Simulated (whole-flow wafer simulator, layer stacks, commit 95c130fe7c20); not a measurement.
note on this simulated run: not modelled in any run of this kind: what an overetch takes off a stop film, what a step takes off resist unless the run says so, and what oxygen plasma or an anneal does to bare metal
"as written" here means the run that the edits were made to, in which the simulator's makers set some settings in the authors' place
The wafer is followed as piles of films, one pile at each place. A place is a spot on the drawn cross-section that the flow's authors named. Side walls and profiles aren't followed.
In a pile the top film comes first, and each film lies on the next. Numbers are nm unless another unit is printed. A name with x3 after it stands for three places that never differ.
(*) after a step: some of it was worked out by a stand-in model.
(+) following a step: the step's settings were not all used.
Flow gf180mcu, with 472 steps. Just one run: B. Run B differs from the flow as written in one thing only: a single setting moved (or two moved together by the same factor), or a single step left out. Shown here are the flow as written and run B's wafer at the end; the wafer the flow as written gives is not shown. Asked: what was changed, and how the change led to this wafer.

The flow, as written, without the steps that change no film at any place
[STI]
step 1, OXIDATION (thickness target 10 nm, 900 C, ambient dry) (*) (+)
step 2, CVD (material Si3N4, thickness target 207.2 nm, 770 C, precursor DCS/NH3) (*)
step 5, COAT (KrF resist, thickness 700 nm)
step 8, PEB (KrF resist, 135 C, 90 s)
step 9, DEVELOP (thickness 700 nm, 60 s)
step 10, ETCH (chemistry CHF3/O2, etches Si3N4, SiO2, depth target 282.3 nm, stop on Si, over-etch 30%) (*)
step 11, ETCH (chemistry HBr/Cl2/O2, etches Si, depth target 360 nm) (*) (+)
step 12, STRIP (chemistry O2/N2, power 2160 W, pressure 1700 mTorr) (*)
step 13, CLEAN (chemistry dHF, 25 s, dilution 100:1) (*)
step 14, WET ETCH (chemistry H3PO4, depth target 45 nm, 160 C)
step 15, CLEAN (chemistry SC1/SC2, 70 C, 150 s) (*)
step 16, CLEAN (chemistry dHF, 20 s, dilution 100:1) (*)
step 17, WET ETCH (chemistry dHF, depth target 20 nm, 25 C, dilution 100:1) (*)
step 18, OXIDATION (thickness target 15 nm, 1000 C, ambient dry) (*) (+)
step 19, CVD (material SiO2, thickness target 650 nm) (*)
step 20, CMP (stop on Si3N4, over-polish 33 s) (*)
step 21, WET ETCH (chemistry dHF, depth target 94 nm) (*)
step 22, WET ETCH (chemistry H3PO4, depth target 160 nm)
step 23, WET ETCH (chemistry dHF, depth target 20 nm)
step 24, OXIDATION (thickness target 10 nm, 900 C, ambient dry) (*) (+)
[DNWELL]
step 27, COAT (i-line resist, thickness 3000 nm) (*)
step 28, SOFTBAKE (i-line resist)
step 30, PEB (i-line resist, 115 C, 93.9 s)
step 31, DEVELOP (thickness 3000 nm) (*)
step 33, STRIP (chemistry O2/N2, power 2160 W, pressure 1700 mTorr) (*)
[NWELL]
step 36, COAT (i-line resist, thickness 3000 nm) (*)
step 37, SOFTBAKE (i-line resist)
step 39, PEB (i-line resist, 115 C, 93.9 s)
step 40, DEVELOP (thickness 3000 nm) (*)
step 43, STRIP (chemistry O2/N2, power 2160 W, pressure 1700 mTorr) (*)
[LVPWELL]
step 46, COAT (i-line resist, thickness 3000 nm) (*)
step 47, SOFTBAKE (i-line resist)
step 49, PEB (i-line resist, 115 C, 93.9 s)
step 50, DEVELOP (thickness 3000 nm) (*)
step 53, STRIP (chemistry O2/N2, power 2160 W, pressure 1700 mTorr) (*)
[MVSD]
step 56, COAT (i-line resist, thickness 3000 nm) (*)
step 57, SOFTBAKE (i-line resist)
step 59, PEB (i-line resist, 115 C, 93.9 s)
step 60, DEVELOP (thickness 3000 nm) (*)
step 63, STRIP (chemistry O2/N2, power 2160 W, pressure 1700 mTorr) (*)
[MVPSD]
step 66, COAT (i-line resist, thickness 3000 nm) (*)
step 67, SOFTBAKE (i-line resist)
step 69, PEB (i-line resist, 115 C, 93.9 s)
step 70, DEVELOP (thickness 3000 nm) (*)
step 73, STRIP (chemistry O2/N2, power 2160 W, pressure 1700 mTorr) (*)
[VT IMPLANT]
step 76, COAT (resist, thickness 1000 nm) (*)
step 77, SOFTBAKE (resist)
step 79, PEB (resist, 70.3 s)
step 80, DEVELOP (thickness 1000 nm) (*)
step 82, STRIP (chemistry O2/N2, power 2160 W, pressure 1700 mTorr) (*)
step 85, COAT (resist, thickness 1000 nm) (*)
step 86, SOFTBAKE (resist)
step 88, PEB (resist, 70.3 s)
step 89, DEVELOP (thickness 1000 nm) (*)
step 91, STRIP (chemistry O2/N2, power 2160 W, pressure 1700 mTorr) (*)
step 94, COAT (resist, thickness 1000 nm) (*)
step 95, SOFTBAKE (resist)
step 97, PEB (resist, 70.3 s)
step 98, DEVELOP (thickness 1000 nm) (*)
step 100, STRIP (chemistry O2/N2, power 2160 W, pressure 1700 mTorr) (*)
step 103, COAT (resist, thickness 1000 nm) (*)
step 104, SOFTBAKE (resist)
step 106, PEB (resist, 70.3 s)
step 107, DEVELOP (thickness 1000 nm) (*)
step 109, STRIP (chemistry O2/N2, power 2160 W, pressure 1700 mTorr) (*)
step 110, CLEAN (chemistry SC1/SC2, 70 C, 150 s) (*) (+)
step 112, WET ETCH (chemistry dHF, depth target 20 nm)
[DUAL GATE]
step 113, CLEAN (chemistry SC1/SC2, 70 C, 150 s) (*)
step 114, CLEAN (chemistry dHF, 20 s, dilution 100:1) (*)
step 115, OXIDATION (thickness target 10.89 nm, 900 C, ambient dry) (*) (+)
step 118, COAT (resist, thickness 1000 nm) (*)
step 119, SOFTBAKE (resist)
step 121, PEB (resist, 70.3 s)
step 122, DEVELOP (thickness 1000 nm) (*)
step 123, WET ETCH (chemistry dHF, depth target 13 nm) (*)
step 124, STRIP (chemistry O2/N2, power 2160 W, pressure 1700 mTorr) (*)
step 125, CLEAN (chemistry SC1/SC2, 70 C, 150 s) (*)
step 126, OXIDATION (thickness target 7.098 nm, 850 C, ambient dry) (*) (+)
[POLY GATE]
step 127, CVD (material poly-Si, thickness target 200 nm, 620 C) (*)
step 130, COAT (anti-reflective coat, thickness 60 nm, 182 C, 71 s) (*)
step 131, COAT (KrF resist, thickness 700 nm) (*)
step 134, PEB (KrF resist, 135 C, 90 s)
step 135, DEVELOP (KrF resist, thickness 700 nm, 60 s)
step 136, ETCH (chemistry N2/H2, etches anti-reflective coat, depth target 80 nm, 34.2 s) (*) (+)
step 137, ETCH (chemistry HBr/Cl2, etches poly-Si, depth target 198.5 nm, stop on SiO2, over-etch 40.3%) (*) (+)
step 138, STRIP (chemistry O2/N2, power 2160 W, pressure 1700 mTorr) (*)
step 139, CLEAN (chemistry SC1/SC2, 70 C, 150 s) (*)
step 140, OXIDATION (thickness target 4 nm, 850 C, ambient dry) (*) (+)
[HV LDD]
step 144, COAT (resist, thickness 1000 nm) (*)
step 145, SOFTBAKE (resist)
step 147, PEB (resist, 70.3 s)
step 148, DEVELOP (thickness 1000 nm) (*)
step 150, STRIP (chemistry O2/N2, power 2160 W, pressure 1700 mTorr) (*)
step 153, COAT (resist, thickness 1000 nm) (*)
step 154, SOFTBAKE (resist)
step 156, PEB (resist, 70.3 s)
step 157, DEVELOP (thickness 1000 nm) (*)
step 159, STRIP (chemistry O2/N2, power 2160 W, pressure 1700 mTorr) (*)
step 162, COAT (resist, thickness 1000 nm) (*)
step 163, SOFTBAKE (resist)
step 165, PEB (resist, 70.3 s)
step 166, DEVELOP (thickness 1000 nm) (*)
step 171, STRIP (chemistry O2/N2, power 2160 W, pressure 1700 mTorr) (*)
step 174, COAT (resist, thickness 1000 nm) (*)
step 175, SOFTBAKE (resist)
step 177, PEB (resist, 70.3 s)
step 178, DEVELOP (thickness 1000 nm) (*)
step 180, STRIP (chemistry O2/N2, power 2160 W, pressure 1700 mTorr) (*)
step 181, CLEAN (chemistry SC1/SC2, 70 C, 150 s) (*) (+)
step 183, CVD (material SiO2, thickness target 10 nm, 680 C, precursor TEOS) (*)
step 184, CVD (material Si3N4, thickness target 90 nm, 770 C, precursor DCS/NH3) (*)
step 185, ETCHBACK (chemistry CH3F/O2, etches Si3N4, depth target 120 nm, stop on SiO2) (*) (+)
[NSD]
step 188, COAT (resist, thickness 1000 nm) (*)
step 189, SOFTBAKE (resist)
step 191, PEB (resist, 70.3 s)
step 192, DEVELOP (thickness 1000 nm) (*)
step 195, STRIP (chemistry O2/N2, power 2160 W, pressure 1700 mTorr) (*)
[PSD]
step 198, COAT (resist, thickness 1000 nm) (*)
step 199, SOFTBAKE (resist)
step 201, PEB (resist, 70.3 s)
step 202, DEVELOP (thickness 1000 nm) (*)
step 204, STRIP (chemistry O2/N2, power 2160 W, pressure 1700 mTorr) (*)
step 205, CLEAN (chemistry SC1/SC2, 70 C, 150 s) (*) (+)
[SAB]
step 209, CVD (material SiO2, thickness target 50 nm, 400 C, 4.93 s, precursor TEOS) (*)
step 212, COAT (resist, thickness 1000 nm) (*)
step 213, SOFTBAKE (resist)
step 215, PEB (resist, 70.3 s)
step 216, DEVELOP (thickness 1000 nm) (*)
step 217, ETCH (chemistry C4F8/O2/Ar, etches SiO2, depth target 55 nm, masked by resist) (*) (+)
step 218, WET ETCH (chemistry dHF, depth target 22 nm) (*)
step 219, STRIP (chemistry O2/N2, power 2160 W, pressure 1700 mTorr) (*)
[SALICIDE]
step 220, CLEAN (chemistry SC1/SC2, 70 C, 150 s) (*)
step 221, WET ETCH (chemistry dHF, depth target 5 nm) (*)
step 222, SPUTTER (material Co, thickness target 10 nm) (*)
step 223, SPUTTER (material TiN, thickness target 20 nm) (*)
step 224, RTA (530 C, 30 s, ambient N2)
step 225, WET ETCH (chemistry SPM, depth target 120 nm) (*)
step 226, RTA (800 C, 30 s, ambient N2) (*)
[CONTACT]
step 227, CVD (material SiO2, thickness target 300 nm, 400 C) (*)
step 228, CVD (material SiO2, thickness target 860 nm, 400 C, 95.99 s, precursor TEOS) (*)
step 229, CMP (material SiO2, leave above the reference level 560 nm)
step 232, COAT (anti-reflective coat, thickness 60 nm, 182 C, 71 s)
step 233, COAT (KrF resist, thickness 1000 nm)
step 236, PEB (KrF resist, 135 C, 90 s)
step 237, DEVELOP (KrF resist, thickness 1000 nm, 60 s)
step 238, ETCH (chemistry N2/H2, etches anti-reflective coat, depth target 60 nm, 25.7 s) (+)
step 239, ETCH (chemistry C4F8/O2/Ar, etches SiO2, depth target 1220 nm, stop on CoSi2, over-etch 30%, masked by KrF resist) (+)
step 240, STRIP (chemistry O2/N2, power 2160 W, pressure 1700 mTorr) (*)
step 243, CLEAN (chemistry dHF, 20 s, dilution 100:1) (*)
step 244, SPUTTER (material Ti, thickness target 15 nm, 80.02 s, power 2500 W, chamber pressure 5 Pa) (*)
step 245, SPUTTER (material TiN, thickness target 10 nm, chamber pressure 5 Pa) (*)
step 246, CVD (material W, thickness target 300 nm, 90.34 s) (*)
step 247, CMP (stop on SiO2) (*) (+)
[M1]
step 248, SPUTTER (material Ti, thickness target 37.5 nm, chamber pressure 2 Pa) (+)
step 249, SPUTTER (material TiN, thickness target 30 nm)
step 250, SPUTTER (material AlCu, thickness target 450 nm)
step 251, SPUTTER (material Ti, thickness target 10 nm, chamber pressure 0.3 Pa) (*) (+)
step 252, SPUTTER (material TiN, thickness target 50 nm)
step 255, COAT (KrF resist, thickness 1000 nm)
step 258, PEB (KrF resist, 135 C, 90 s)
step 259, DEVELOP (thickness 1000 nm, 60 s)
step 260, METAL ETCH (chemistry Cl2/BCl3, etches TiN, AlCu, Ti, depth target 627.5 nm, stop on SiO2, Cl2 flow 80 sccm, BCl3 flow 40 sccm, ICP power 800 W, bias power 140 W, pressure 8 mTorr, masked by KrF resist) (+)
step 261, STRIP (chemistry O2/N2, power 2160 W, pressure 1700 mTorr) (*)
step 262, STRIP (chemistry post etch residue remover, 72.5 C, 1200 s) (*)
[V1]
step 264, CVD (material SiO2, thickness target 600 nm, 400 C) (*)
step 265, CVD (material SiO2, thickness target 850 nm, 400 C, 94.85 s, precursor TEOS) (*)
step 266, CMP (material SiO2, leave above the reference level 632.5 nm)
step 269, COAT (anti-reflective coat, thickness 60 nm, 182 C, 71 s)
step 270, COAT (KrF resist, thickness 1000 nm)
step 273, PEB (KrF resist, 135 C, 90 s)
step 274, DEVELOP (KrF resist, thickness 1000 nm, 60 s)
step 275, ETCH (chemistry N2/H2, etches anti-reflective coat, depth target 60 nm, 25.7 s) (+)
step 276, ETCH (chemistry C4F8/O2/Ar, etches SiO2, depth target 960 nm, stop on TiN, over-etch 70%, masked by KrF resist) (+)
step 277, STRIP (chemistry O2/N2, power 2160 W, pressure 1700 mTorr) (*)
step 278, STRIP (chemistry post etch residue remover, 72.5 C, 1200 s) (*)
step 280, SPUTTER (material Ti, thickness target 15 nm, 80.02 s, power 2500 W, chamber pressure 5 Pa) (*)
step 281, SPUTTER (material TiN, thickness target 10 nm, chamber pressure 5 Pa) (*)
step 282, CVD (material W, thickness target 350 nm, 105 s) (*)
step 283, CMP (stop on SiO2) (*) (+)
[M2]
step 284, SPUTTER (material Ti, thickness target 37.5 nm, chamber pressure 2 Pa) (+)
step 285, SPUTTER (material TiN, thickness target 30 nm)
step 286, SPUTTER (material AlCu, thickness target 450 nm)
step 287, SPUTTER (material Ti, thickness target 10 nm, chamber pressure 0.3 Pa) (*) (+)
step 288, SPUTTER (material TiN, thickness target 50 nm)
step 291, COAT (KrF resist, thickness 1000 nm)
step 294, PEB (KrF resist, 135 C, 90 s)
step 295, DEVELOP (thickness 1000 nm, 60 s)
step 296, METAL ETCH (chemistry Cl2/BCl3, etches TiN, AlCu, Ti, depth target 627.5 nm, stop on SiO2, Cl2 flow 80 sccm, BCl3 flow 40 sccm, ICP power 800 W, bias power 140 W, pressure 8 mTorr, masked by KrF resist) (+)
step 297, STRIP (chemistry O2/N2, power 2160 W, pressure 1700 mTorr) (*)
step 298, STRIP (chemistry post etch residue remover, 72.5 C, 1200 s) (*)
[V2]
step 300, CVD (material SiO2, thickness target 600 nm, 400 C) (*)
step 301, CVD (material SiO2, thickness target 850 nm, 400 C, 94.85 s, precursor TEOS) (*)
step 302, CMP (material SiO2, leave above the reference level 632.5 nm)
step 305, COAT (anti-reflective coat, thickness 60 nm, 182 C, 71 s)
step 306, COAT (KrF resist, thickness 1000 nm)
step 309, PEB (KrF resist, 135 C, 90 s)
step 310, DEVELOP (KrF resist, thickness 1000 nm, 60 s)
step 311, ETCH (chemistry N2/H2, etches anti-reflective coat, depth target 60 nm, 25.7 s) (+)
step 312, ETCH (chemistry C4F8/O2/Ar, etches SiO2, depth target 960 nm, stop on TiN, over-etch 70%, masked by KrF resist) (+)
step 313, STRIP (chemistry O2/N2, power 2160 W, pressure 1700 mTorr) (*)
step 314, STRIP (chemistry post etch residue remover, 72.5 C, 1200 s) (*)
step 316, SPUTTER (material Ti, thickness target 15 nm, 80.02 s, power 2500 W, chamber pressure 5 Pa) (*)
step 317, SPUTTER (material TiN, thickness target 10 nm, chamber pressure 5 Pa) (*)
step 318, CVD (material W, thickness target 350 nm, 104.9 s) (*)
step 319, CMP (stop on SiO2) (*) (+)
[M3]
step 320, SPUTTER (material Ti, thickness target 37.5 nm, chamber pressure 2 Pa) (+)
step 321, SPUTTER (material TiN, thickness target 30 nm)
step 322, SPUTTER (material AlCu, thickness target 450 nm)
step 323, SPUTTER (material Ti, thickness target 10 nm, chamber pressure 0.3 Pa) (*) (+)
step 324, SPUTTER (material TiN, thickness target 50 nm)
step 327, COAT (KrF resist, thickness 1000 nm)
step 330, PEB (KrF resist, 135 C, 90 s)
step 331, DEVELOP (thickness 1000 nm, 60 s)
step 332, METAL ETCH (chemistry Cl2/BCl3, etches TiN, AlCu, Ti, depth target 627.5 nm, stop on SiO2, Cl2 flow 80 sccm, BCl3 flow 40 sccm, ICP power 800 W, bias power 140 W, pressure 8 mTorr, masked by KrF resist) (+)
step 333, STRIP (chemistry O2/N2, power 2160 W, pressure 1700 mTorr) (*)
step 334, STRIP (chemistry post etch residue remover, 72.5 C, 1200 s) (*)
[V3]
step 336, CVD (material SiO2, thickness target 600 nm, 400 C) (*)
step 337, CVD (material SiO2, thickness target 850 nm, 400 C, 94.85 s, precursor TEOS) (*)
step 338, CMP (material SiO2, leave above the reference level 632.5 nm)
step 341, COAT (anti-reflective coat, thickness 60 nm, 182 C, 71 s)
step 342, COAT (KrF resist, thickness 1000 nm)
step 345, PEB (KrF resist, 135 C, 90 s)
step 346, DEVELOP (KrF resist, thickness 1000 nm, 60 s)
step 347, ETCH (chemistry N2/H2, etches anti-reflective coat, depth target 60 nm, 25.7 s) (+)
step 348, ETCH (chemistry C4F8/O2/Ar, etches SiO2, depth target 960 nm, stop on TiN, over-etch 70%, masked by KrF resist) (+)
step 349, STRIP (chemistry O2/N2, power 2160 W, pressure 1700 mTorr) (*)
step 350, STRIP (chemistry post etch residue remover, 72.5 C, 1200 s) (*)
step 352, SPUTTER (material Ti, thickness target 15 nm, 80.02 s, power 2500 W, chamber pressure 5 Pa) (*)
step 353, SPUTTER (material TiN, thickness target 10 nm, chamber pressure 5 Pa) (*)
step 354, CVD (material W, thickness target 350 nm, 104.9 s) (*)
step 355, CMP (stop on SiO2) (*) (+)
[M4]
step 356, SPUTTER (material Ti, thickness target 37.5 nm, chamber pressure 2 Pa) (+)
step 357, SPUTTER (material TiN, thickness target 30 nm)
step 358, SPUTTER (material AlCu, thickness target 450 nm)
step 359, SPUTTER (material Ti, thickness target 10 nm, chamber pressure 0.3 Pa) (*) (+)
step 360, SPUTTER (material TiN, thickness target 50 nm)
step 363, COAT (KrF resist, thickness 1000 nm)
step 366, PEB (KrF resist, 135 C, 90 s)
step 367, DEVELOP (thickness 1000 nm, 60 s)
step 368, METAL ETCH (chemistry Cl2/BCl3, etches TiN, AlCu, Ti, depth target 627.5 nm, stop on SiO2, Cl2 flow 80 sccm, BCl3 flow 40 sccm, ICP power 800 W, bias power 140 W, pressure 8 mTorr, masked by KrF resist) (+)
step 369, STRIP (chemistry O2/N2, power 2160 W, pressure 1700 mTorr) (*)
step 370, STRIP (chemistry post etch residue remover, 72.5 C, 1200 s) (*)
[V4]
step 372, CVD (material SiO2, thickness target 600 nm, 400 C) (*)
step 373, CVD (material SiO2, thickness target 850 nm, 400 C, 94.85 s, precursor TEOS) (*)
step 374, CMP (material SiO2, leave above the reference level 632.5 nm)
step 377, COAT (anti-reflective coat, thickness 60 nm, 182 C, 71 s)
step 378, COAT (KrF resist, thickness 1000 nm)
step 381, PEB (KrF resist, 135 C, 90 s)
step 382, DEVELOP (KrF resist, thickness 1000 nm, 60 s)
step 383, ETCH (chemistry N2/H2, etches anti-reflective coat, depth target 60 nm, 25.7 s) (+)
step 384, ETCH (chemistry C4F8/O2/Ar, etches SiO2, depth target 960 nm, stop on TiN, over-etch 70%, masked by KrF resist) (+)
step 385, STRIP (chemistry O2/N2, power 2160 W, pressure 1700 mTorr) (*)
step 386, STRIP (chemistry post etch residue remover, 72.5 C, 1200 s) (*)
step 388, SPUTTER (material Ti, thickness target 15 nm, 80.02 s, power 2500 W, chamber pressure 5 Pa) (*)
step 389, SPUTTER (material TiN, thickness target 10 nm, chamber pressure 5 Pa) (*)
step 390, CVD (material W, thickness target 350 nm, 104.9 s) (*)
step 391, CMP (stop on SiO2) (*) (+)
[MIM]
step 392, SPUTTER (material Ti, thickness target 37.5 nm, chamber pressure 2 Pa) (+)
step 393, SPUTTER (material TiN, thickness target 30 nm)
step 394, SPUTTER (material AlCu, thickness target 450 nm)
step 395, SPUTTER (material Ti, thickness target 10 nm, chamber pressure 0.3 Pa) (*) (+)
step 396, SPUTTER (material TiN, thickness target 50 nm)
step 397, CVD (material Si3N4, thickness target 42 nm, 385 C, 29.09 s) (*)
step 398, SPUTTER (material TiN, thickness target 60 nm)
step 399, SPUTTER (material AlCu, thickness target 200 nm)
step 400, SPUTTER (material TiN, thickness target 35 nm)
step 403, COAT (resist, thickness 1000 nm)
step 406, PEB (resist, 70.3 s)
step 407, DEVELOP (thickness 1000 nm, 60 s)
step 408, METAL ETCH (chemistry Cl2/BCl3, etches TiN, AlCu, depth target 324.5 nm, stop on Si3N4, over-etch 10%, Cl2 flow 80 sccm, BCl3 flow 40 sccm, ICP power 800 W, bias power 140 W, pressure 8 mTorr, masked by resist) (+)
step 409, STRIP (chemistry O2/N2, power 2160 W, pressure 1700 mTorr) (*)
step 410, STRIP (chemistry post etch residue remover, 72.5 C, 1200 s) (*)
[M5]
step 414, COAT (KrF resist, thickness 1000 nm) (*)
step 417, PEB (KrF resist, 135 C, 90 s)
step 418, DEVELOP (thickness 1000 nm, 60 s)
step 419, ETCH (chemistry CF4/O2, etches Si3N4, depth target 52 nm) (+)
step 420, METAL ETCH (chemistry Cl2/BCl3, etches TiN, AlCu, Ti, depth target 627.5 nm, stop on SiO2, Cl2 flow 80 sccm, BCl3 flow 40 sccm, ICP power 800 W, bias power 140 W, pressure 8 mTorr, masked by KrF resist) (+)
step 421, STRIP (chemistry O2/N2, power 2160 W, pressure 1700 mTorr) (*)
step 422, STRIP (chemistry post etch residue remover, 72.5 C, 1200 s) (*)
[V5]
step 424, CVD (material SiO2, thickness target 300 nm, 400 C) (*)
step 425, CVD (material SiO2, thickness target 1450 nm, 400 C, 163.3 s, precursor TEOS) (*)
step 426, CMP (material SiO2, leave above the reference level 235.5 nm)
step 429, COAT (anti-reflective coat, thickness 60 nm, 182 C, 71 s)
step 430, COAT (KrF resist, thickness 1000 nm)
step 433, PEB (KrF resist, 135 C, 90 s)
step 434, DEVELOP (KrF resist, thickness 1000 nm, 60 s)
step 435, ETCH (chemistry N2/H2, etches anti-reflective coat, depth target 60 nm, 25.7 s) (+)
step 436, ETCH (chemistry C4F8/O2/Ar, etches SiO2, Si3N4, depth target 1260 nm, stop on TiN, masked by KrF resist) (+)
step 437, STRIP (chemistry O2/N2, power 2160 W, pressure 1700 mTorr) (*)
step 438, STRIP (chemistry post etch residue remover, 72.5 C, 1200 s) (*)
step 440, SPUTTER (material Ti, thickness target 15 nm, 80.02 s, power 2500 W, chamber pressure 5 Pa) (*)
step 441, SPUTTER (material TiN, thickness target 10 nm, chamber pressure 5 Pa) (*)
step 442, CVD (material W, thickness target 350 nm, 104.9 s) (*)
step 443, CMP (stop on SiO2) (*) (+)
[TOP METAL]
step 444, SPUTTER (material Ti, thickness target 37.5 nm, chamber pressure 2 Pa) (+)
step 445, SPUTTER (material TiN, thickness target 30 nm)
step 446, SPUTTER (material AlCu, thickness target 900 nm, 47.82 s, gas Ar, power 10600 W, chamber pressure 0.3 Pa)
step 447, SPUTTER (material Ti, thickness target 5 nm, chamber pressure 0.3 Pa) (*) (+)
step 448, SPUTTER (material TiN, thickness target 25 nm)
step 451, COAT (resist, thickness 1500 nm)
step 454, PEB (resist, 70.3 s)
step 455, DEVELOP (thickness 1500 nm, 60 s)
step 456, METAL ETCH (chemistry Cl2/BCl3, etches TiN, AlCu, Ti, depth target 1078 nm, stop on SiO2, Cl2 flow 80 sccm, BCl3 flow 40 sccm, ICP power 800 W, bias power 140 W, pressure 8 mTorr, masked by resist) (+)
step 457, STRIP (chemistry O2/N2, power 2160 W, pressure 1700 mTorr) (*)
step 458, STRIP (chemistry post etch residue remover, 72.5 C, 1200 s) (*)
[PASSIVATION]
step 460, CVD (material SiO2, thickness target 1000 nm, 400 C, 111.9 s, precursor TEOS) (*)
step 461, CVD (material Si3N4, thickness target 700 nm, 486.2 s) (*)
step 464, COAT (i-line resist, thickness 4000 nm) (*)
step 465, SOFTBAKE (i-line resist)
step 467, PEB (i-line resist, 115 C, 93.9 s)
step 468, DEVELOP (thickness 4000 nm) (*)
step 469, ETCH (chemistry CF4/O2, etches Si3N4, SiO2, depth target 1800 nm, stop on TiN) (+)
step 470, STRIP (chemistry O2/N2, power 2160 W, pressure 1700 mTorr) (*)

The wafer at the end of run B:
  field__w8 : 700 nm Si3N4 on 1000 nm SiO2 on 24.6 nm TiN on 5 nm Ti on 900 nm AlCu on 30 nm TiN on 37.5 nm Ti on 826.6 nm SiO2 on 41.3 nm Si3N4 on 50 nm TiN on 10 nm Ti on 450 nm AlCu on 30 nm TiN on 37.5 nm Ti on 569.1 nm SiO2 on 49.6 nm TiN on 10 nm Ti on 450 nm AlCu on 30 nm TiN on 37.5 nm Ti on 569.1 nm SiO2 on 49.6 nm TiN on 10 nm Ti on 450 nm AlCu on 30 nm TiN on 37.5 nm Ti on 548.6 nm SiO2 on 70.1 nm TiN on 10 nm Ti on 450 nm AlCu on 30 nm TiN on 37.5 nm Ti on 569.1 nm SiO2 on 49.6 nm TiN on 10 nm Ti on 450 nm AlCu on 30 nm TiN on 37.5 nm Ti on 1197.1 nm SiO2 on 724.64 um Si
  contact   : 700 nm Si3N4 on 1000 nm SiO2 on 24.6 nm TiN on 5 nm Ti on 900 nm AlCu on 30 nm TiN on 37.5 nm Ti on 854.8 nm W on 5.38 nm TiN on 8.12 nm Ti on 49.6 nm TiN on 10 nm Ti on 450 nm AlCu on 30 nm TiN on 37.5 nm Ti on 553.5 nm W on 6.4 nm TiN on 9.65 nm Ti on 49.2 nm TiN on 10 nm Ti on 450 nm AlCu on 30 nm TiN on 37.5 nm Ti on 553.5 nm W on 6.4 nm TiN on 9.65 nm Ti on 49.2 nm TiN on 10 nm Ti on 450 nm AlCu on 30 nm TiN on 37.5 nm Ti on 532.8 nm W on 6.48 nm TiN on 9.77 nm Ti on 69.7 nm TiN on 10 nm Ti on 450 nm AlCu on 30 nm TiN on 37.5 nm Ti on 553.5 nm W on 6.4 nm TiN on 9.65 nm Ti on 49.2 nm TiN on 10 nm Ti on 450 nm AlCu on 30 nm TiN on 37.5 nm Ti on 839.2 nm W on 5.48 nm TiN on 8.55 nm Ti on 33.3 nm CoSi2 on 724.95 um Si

Cause: step 288, SPUTTER: thickness target 70.5 nm was run, while the flow as written has thickness target 50 nm.

How this came from the change, step by step:
  step 288, SPUTTER (material TiN, thickness target 50 nm)
      field, field__w1, field__w2 and 108 more: TiN gains 70.5 (new film) (it would be, as written: TiN gains 50 (new film))
  step 296, METAL ETCH (chemistry Cl2/BCl3, etches TiN, AlCu, Ti, depth target 627.5 nm, stop on SiO2, Cl2 flow 80 sccm, BCl3 flow 40 sccm, ICP power 800 W, bias power 140 W, pressure 8 mTorr, masked by KrF resist) (+)
      field, field__w1, field__w2 and 103 more: TiN loses 70.5 (all of it), Ti loses 10 (all of it), AlCu loses 450 (all of it), TiN loses 30 (all of it), Ti loses 37.5 (all of it) (it would be, as written: TiN loses 50 (all of it), Ti loses 10 (all of it), AlCu loses 450 (all of it), TiN loses 30 (all of it), Ti loses 37.5 (all of it))
  step 302, CMP (material SiO2, leave above the reference level 632.5 nm)
      field__w8, contact, m1, m1__w1, m1_nw: SiO2 loses 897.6 (it would be, as written: SiO2 loses 877.1)
  step 312, ETCH (chemistry C4F8/O2/Ar, etches SiO2, depth target 960 nm, stop on TiN, over-etch 70%, masked by KrF resist) (+)
      field, field__w1, field__w2 and 107 more: KrF resist loses 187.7 (it would be, as written: KrF resist loses 192)
      contact: SiO2 loses 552 (all of it) (it would be, as written: SiO2 loses 572.5 (all of it))
  step 318, CVD (material W, thickness target 350 nm, 104.9 s) (*)
      contact: W gains 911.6 (new film) (it would be, as written: W gains 932.3 (new film))
